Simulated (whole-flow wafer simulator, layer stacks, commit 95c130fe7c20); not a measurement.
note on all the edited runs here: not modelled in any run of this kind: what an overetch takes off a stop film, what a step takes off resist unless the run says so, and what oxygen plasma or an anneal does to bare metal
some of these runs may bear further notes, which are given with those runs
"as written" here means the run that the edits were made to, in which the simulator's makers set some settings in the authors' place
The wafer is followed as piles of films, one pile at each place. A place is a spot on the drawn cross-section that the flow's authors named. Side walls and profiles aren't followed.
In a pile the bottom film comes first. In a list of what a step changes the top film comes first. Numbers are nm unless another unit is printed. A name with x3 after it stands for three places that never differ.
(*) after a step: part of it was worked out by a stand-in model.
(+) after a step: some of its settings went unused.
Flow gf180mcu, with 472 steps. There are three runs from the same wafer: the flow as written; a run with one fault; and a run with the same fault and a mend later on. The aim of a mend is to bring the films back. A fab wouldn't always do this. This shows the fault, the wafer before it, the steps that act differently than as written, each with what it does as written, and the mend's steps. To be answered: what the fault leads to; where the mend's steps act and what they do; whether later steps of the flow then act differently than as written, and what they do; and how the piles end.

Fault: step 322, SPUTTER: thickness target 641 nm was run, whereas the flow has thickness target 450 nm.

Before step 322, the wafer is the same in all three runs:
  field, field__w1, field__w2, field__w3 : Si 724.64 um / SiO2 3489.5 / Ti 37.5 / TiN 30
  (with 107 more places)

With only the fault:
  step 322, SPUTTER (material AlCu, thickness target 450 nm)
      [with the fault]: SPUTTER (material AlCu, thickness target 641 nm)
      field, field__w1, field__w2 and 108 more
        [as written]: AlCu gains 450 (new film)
        [with the fault]: AlCu gains 641 (new film)
  Steps further on in the flow that do not act as written:
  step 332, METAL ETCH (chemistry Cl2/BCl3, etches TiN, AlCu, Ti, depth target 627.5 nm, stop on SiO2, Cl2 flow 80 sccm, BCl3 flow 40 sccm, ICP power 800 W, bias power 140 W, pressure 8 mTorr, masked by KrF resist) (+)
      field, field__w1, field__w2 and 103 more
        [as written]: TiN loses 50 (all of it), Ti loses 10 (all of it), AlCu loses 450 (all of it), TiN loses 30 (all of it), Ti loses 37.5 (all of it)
        [with the fault]: TiN loses 50 (all of it), Ti loses 10 (all of it), AlCu loses 567.5
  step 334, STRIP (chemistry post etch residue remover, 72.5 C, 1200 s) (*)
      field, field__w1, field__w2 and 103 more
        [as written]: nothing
        [with the fault]: AlCu loses 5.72
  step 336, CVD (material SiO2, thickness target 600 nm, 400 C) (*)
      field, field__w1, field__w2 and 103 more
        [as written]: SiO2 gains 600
        [with the fault]: SiO2 gains 600 (new film)
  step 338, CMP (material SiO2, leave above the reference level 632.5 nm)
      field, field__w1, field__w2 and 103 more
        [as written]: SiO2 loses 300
        [with the fault]: SiO2 loses 244.3
  At field, field__w1, field__w2 and 109 more, the piles at the end differ from the flow's by more than 2% or 0.5 nm, whichever is larger.
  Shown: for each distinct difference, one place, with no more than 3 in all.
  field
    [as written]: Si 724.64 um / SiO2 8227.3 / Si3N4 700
    [with the fault]: Si 724.64 um / SiO2 3489.5 / Ti 37.5 / TiN 30 / AlCu 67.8 / SiO2 4793.5 / Si3N4 700
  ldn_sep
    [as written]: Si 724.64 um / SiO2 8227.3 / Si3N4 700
    [with the fault]: Si 724.64 um / SiO2 3489.4 / Ti 37.5 / TiN 30 / AlCu 67.8 / SiO2 4793.5 / Si3N4 700
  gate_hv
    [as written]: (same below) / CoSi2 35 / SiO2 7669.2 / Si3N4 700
    [with the fault]: (same below) / CoSi2 35 / SiO2 2931.3 / Ti 37.5 / TiN 30 / AlCu 67.8 / SiO2 4793.5 / Si3N4 700

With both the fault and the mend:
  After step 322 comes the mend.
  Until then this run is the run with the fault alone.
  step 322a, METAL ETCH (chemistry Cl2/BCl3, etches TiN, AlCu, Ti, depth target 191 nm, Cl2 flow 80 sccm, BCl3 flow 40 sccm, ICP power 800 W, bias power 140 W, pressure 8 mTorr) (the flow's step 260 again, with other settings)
      field, field__w1, field__w2 and 108 more
        AlCu loses 191
  Every later step of the flow that is run acts as written at every place that is followed.
  The piles end the same as the flow's at every place that both follow.
